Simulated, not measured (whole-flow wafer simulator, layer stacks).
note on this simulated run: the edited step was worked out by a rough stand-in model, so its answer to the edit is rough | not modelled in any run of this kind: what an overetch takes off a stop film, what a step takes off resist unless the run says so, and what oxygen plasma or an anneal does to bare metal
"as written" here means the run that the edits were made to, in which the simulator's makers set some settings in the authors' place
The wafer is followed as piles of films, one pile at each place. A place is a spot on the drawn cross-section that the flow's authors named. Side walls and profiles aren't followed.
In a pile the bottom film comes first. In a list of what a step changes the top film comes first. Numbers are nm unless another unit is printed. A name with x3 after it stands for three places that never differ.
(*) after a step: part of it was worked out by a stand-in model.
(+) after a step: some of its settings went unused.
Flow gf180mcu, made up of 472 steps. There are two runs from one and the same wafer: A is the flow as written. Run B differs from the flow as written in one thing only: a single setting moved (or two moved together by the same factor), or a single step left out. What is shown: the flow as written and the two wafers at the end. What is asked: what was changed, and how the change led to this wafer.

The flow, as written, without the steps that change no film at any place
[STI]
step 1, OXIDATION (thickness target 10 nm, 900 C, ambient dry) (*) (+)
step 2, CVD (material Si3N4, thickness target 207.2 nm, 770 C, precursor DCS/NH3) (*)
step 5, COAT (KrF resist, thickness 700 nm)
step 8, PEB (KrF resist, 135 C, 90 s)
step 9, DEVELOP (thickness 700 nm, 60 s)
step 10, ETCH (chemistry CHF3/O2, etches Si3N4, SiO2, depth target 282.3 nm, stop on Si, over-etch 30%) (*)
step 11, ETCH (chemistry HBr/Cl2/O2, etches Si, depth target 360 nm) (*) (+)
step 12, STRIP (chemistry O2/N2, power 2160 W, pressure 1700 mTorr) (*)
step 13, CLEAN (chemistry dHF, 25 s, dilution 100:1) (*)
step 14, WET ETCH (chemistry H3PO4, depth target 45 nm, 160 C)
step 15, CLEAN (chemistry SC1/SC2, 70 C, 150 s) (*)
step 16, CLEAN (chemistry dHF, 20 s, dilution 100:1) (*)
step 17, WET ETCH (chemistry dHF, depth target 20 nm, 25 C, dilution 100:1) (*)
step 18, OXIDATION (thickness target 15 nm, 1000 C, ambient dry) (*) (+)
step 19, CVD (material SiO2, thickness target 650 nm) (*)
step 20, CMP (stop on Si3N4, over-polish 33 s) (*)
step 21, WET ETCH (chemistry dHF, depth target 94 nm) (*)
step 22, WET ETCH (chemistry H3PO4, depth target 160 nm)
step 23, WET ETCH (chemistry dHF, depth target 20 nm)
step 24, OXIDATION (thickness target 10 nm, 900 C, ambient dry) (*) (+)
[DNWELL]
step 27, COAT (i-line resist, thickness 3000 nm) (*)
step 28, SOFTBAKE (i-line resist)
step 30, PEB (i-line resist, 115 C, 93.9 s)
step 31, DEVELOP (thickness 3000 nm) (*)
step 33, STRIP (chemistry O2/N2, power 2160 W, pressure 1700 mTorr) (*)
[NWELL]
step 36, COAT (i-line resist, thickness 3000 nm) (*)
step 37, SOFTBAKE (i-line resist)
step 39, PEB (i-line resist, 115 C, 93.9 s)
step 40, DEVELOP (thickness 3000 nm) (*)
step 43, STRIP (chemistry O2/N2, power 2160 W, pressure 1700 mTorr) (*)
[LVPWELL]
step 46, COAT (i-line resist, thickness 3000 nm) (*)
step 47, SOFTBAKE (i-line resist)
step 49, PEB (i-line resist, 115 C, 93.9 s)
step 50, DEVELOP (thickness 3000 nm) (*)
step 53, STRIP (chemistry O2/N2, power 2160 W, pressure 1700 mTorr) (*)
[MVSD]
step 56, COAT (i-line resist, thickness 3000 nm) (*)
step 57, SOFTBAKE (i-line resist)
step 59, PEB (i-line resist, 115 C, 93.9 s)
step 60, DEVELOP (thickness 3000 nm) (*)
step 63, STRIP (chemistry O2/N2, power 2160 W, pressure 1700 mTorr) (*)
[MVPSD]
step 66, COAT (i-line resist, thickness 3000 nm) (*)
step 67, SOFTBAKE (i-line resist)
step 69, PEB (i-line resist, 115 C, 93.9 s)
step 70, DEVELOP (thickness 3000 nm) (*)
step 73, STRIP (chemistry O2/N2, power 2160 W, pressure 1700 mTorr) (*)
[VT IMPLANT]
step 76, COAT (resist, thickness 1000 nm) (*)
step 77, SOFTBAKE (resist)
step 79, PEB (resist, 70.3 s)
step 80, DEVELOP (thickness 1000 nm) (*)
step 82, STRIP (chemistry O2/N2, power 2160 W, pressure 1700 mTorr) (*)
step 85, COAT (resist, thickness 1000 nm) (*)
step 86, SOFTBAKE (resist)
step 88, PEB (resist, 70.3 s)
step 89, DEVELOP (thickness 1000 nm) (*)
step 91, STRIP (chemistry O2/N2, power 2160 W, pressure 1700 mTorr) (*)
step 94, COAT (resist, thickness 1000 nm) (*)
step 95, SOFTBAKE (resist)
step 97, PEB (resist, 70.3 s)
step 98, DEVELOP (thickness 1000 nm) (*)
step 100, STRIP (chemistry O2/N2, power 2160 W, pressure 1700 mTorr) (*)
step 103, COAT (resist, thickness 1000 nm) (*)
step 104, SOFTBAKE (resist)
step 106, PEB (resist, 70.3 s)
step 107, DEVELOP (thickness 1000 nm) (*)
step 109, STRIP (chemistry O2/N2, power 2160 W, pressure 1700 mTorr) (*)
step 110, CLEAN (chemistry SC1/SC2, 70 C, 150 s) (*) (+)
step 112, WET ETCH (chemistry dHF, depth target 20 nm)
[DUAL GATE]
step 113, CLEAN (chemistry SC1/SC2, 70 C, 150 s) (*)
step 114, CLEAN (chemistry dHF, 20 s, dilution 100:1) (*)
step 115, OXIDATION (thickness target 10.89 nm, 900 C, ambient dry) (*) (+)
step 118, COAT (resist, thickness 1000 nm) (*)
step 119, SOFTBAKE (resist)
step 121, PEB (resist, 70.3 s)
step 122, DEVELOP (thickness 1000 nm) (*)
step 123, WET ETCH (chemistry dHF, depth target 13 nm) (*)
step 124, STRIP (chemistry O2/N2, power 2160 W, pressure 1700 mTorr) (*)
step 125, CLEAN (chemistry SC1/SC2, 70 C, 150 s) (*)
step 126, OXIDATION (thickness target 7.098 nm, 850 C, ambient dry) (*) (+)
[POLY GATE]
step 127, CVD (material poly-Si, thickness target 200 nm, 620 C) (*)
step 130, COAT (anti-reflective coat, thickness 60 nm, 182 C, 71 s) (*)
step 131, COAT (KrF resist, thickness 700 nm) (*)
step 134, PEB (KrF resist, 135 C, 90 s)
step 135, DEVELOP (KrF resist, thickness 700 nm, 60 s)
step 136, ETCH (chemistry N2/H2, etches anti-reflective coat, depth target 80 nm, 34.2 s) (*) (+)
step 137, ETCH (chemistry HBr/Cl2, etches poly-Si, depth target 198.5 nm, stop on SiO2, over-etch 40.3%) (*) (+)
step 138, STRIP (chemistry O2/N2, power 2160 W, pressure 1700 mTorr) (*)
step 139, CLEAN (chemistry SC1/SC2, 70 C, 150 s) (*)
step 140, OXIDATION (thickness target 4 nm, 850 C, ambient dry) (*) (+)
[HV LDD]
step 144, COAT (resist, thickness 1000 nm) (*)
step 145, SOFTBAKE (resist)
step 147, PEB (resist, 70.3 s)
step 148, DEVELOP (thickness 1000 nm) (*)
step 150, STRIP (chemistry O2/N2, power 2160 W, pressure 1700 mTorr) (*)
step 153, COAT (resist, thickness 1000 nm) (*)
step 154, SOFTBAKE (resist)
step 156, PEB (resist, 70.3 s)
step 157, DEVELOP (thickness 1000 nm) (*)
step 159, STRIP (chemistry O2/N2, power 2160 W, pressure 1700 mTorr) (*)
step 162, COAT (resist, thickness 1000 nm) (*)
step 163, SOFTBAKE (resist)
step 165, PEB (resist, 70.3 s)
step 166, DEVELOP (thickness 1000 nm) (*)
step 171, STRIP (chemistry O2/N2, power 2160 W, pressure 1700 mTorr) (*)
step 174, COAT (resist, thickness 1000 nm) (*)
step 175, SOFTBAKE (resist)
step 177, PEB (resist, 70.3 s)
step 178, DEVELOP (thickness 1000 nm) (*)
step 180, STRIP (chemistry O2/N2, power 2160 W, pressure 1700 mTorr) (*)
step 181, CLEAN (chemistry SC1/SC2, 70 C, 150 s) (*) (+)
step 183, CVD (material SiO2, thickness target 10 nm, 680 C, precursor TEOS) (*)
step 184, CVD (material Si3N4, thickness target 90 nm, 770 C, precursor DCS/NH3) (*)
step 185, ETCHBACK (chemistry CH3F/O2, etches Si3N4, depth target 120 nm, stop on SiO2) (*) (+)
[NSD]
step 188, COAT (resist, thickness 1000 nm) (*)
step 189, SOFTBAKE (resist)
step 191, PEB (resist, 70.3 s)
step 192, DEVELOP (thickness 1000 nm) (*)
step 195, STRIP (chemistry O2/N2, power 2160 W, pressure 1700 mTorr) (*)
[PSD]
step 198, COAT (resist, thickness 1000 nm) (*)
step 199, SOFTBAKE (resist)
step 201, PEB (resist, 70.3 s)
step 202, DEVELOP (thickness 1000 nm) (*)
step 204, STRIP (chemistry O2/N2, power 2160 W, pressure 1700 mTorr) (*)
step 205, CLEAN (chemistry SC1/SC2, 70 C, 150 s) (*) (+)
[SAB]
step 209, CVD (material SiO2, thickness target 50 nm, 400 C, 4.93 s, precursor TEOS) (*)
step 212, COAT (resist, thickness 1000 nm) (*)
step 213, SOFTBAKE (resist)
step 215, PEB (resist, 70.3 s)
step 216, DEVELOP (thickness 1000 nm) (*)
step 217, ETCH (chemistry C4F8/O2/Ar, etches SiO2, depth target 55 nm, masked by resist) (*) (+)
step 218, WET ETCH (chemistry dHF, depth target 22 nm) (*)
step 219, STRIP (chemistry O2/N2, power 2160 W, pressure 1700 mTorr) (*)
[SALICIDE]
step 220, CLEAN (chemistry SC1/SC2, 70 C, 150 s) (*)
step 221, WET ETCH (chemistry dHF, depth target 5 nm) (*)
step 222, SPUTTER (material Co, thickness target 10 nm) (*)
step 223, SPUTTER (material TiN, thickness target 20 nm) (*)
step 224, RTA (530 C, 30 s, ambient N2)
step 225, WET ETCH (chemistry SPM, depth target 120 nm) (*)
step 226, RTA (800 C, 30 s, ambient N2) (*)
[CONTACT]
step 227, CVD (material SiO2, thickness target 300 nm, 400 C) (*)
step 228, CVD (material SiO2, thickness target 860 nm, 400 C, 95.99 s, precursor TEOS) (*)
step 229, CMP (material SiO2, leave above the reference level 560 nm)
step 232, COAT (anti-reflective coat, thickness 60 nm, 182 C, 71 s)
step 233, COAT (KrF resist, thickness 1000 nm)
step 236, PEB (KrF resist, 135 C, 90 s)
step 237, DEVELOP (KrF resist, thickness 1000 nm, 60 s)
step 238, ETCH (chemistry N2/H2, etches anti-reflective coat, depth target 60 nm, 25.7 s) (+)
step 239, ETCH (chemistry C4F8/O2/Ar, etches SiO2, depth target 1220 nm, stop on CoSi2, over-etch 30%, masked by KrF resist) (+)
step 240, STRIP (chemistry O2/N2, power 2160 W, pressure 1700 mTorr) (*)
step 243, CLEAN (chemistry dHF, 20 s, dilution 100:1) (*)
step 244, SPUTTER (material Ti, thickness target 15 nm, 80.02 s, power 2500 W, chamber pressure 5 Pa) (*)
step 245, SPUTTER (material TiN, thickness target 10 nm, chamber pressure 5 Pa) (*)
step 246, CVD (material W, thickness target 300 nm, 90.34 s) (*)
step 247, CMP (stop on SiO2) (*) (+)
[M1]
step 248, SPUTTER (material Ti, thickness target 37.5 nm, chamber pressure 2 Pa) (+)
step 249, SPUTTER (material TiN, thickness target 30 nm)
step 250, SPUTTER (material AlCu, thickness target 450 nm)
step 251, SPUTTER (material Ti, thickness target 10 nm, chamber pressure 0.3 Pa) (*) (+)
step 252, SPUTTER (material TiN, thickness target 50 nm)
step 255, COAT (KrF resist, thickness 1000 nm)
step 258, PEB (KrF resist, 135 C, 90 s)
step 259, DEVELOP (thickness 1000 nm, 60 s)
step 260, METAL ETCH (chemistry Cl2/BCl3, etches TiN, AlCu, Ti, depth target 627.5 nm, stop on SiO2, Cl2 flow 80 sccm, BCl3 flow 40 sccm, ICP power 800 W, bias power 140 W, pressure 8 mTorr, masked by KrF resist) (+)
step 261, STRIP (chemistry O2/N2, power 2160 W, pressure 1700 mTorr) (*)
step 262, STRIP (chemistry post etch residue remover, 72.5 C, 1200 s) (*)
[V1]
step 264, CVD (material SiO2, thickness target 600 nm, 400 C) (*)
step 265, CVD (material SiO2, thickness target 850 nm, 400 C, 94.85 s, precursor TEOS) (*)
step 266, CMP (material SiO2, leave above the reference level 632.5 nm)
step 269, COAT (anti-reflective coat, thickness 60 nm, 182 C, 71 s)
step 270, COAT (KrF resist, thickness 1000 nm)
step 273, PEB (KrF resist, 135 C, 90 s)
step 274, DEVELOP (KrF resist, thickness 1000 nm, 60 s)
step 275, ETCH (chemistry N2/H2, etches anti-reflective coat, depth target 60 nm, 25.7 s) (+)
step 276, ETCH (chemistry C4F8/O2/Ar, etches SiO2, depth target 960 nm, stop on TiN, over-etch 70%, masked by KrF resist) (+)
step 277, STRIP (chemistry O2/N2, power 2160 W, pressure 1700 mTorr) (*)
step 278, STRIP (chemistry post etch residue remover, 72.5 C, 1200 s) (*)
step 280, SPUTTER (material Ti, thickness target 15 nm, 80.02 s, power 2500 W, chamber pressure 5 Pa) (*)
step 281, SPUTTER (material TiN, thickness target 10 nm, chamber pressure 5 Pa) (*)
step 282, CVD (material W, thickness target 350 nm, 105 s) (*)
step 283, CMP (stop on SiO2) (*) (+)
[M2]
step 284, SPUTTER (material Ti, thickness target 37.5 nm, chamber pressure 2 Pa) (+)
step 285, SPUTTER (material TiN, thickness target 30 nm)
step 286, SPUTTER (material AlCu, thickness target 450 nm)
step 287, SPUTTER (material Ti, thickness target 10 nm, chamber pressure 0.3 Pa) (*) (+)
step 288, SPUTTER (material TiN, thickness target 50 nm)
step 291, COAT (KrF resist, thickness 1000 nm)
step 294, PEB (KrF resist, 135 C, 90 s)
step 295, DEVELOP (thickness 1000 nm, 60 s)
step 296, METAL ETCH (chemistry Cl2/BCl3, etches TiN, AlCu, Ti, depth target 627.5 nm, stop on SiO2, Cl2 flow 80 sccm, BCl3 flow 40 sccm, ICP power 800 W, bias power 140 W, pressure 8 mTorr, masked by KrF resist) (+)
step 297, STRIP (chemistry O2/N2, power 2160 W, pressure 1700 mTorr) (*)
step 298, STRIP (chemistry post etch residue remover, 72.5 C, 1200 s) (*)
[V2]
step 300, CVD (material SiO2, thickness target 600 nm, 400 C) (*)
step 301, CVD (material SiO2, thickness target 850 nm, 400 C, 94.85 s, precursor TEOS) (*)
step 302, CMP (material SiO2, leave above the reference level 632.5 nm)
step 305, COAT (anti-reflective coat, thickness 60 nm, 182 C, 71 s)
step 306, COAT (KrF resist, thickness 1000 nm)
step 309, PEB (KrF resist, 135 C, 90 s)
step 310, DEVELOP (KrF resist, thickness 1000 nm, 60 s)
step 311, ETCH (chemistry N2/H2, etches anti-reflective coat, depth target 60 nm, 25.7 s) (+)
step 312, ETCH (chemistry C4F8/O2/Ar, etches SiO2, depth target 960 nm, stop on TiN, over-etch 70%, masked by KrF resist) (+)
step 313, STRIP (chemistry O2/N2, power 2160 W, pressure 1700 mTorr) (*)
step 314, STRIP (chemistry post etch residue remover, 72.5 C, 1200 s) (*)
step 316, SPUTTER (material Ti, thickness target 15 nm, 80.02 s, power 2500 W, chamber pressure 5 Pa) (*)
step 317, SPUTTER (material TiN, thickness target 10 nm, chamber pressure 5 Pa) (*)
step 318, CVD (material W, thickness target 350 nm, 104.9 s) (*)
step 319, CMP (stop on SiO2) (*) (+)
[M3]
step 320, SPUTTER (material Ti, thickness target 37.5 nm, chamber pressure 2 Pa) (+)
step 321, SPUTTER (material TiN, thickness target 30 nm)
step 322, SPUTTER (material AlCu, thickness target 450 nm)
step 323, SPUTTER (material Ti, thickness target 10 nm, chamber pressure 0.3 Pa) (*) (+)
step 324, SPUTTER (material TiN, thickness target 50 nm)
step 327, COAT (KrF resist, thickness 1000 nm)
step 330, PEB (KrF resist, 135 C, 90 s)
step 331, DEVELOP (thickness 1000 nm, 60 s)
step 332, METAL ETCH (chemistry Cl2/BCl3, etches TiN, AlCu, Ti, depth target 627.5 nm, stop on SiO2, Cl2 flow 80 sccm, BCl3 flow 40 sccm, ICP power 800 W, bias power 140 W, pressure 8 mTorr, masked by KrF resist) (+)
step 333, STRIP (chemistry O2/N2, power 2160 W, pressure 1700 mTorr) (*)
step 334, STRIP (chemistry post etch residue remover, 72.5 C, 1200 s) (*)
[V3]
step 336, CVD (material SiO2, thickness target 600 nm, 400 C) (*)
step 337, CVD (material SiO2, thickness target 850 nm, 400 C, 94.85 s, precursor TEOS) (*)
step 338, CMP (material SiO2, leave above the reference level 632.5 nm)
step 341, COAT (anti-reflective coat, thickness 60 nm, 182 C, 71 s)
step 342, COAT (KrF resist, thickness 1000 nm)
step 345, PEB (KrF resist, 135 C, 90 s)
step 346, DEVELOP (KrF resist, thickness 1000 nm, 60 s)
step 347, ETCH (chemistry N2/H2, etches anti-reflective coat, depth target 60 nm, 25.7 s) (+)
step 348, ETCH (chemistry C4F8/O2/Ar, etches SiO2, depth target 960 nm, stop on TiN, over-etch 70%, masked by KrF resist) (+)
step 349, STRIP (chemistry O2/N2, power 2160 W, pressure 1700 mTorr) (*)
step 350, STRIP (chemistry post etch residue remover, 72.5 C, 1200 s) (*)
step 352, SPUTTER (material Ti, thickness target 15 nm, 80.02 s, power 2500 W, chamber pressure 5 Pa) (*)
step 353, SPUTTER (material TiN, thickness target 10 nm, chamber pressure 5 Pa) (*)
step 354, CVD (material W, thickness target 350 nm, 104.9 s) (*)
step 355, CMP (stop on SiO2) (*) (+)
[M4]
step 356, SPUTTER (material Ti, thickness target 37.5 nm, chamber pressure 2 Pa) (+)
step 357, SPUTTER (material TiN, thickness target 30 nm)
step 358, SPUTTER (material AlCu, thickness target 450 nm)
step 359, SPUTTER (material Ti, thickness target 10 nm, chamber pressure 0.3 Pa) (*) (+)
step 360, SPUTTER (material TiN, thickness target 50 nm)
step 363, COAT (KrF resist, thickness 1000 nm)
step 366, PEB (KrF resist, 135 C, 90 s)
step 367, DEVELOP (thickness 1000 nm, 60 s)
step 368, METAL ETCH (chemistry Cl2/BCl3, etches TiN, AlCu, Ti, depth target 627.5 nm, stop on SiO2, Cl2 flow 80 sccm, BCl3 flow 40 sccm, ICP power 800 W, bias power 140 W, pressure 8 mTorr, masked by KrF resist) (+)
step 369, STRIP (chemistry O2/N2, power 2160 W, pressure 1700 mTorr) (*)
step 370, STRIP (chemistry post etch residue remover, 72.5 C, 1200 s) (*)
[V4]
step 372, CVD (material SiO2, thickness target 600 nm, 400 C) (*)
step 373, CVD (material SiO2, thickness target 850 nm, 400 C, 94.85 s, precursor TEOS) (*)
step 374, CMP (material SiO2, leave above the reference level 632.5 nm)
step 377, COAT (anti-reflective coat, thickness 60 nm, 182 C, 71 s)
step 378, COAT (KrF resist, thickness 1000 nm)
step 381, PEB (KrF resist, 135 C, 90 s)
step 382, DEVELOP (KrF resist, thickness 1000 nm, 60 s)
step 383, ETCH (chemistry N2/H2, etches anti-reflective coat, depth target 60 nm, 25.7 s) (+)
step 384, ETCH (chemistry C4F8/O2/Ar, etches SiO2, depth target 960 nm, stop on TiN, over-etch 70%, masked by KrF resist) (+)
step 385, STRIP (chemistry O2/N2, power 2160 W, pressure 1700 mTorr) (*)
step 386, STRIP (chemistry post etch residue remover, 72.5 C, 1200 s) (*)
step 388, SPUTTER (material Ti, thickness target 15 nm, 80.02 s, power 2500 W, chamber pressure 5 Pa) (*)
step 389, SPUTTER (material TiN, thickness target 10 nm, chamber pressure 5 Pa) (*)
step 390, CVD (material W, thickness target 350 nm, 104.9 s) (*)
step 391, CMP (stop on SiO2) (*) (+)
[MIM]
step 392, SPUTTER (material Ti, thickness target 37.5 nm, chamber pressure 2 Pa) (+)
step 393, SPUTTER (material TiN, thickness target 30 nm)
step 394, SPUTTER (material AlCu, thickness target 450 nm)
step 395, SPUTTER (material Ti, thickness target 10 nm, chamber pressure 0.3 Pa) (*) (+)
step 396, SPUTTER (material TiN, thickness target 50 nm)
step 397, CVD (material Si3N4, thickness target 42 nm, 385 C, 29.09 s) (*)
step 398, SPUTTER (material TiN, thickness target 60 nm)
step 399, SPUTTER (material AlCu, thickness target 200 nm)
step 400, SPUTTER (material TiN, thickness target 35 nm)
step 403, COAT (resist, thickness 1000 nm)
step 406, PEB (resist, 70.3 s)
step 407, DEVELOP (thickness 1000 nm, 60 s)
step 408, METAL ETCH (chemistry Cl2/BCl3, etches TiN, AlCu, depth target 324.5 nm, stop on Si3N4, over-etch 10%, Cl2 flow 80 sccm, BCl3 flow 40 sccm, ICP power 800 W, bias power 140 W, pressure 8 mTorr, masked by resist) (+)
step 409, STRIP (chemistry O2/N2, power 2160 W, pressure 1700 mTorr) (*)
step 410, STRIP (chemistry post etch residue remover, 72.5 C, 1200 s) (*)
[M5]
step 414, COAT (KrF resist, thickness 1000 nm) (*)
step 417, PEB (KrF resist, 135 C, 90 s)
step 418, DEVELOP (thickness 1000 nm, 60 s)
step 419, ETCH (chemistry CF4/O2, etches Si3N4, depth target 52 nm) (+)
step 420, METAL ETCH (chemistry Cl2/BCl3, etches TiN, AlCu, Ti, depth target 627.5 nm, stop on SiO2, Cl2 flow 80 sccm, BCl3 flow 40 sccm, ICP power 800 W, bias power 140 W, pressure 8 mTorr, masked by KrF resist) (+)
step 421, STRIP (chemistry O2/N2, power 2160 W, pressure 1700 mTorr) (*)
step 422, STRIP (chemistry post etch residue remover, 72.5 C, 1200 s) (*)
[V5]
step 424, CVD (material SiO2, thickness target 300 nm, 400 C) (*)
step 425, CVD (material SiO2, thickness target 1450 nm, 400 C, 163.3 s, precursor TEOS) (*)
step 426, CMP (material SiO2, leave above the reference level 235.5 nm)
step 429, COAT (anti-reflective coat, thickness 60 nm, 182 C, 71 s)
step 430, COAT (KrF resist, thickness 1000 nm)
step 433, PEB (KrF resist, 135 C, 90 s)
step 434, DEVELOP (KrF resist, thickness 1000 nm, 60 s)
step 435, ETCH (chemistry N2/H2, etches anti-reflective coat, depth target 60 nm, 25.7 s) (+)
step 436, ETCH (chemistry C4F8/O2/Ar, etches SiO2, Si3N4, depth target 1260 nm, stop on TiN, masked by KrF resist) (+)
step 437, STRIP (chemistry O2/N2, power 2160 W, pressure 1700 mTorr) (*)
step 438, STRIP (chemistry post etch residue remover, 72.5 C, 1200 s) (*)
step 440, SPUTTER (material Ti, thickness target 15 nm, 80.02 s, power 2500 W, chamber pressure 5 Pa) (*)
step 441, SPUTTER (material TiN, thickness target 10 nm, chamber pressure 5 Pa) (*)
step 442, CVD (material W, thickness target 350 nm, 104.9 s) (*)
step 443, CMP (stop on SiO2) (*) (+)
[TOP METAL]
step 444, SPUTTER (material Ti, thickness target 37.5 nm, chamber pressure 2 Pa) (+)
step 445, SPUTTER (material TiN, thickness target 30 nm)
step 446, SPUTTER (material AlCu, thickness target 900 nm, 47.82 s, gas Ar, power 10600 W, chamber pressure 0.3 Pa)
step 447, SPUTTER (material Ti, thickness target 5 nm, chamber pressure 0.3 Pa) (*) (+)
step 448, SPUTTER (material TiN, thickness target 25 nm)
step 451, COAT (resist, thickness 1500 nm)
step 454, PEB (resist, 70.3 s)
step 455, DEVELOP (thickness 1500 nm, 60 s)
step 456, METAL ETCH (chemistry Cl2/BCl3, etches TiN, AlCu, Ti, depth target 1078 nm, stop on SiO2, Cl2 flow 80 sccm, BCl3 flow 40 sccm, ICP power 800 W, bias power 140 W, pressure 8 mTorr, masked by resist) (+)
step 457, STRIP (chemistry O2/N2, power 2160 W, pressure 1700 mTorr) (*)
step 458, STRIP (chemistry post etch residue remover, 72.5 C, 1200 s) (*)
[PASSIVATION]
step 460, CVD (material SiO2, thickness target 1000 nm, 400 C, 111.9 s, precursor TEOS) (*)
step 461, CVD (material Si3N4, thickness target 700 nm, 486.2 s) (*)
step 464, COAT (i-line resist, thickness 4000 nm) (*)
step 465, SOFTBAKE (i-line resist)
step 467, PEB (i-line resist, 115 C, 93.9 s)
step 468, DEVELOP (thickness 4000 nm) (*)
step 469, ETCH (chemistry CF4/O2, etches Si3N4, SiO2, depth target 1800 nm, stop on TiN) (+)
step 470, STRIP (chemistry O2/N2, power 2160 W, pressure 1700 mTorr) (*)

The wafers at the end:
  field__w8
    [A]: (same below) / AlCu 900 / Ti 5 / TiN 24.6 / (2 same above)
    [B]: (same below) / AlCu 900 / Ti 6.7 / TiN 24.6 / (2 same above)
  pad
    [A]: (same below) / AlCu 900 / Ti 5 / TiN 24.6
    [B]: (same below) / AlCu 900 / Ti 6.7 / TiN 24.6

The reason: step 447, SPUTTER: thickness target 6.7 nm was run, while the flow as written has thickness target 5 nm.
One can read it off the wafer: field__w8 has Ti 6.7, and step 447 as written asks for 5 nm.

The path from the change to this, step by step:
  step 447, SPUTTER (material Ti, thickness target 5 nm, chamber pressure 0.3 Pa) (*) (+)
      field, field__w1, field__w2 and 109 more: A Ti gains 5 (new film) | B Ti gains 6.7 (new film)
  step 456, METAL ETCH (chemistry Cl2/BCl3, etches TiN, AlCu, Ti, depth target 1078 nm, stop on SiO2, Cl2 flow 80 sccm, BCl3 flow 40 sccm, ICP power 800 W, bias power 140 W, pressure 8 mTorr, masked by resist) (+)
      field, field__w1, field__w2 and 103 more: A TiN loses 25 (all of it), Ti loses 5 (all of it), AlCu loses 900 (all of it), TiN loses 30 (all of it), Ti loses 37.5 (all of it) | B TiN loses 25 (all of it), Ti loses 6.7 (all of it), AlCu loses 900 (all of it), TiN loses 30 (all of it), Ti loses 37.5 (all of it)
